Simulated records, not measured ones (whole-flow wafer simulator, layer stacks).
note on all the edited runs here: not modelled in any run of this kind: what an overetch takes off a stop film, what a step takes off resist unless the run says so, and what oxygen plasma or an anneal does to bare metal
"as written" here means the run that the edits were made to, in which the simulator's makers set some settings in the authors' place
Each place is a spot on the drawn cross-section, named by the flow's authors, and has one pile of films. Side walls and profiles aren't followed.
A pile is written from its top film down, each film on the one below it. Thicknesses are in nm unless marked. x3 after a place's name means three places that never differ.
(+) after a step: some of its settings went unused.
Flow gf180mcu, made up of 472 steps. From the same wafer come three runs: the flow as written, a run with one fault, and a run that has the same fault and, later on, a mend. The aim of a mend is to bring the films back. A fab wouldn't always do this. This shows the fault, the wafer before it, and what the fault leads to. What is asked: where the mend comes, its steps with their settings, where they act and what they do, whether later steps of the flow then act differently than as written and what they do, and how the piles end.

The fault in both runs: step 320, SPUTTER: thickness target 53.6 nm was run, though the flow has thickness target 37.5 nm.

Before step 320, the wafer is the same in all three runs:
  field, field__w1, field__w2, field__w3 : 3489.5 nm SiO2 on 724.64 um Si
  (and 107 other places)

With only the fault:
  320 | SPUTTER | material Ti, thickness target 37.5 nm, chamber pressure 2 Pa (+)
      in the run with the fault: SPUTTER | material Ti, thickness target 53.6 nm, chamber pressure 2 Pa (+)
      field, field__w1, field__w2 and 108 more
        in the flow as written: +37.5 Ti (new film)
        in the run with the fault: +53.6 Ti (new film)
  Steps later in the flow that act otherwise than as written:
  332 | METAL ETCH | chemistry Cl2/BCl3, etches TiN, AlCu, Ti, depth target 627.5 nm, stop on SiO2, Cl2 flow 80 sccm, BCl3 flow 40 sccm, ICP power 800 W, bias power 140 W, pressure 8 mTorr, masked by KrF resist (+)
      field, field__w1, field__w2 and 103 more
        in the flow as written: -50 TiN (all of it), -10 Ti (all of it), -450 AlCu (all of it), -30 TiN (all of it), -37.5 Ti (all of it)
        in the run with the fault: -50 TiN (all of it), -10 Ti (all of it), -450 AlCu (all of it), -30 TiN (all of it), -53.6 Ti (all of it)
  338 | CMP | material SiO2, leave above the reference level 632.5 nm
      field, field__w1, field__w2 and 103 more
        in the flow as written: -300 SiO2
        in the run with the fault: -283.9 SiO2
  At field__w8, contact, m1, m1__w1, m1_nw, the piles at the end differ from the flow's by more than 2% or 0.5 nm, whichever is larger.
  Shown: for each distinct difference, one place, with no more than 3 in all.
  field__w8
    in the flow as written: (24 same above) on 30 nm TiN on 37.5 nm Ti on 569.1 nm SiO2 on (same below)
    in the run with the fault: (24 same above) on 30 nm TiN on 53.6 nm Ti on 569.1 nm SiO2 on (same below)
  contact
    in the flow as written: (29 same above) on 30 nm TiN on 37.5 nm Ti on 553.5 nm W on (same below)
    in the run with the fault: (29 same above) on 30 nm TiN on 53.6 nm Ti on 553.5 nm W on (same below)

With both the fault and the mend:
  The mend follows step 320.
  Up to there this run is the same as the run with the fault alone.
  320a | METAL ETCH | chemistry Cl2/BCl3, etches TiN, AlCu, Ti, depth target 16.1 nm, Cl2 flow 80 sccm, BCl3 flow 40 sccm, ICP power 800 W, bias power 140 W, pressure 8 mTorr (the flow's step 260 again, with other settings)
      field, field__w1, field__w2 and 108 more
        -16.1 Ti
  Later steps of the flow that are run all act as written at every place that is followed.
  At every place that both follow, the piles at the end match the flow's.
